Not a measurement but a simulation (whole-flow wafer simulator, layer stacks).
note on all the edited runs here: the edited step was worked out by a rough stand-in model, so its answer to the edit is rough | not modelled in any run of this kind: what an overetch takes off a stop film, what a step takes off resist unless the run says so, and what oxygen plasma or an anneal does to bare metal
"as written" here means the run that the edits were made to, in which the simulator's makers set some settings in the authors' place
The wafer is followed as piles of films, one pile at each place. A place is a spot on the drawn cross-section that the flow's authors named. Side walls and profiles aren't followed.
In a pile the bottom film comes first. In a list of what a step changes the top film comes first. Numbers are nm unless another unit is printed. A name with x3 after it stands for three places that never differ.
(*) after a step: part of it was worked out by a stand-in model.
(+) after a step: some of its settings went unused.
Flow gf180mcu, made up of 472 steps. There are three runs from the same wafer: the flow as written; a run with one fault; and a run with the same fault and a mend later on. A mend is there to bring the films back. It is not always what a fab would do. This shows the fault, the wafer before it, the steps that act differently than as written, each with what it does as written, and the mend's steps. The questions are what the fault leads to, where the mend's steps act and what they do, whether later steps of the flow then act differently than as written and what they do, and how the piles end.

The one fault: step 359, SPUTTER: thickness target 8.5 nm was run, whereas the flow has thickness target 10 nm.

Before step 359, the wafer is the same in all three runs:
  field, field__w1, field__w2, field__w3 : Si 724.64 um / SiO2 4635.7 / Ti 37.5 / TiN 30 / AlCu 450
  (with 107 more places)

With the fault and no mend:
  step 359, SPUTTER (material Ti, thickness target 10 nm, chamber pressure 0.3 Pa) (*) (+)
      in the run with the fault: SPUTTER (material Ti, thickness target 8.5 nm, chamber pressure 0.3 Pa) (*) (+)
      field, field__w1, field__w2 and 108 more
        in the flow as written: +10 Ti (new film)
        in the run with the fault: +8.5 Ti (new film)
  Steps further on in the flow that do not act as written (4 other steps are not shown; they differ only slightly, by no more than 2% or 0.5 nm, whichever is larger):
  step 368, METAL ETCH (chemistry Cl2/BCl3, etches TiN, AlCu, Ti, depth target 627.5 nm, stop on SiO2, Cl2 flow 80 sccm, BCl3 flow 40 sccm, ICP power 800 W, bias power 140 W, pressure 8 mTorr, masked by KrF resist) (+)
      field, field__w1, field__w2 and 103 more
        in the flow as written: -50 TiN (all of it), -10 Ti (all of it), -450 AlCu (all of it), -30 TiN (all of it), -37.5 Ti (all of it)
        in the run with the fault: -50 TiN (all of it), -8.5 Ti (all of it), -450 AlCu (all of it), -30 TiN (all of it), -37.5 Ti (all of it)
  The piles end different from the flow's at field__w8, contact, m1, m1__w1, m1_nw by more than 2% or 0.5 nm, whichever is larger.
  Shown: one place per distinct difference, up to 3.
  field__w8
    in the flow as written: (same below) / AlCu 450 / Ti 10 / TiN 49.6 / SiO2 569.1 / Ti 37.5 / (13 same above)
    in the run with the fault: (same below) / AlCu 450 / Ti 8.5 / TiN 49.6 / SiO2 570.6 / Ti 37.5 / (13 same above)
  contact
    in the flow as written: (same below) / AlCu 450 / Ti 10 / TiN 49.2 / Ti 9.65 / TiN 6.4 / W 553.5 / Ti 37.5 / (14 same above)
    in the run with the fault: (same below) / AlCu 450 / Ti 8.5 / TiN 49.2 / Ti 9.64 / TiN 6.4 / W 555 / Ti 37.5 / (14 same above)

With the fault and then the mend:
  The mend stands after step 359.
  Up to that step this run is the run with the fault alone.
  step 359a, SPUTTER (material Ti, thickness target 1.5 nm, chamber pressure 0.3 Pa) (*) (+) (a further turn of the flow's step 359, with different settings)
      field, field__w1, field__w2 and 108 more
        +1.5 Ti
  Every later step of the flow that is run acts as written at every place that is followed.
  The piles end the same as the flow's at every place that both follow.
